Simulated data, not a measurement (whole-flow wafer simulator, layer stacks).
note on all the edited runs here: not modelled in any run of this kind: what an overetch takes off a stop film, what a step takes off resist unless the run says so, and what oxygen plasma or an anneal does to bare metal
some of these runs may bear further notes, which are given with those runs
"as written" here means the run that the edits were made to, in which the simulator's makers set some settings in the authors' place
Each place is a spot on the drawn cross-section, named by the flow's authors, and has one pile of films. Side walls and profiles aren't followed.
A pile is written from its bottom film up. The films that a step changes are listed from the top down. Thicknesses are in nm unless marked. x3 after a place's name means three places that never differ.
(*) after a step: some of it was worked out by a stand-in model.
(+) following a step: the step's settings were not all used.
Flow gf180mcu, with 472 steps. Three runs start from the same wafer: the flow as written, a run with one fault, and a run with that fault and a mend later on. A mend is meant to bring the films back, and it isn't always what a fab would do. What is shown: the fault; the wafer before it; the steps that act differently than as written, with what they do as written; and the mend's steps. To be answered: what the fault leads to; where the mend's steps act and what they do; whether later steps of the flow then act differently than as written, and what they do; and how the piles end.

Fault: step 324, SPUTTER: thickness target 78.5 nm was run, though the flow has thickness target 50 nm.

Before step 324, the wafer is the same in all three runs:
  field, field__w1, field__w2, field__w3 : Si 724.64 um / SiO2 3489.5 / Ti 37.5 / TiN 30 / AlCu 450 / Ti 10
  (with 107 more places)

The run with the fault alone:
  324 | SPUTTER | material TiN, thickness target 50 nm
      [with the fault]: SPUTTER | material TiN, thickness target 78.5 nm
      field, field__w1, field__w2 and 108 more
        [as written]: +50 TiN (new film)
        [with the fault]: +78.5 TiN (new film)
  Later steps of the flow acting differently than as written (3 more steps, not shown, differ only slightly: by at most 2% or 0.5 nm, whichever is larger):
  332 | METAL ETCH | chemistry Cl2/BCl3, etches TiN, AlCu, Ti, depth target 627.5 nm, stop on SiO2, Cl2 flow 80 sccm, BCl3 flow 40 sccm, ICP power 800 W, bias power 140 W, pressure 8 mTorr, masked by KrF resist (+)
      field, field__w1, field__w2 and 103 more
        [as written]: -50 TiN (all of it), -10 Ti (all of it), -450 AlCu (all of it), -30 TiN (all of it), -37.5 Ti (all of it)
        [with the fault]: -78.5 TiN (all of it), -10 Ti (all of it), -450 AlCu (all of it), -30 TiN (all of it), -37.5 Ti (all of it)
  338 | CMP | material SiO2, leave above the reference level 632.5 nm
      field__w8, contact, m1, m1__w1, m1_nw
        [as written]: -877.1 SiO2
        [with the fault]: -905.6 SiO2
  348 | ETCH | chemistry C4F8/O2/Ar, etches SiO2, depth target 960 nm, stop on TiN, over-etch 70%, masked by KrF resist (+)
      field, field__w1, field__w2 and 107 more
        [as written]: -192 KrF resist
        [with the fault]: -184.9 KrF resist
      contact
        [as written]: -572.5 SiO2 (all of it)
        [with the fault]: -544 SiO2 (all of it)
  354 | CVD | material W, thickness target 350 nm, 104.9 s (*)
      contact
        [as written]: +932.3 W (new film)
        [with the fault]: +903.5 W (new film)
  By the end, the piles at field__w8, contact, m1, m1__w1, m1_nw depart from the flow's by more than 2% or 0.5 nm, whichever is larger.
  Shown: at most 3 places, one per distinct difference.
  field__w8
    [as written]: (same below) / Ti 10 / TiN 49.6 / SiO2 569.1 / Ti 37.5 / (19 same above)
    [with the fault]: (same below) / Ti 10 / TiN 78.1 / SiO2 540.6 / Ti 37.5 / (19 same above)
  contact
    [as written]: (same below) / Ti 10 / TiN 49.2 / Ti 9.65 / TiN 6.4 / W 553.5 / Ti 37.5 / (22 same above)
    [with the fault]: (same below) / Ti 10 / TiN 77.7 / Ti 9.81 / TiN 6.51 / W 524.7 / Ti 37.5 / (22 same above)

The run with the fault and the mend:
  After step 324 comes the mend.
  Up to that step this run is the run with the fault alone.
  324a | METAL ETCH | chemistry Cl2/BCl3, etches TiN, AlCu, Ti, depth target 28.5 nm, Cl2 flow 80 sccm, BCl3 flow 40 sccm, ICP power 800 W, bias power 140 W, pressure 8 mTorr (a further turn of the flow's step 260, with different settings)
      field, field__w1, field__w2 and 108 more
        -28.5 TiN
  None of the later steps of the flow acts differently than as written at any place that is followed.
  The piles end the same as the flow's at every place that both follow.
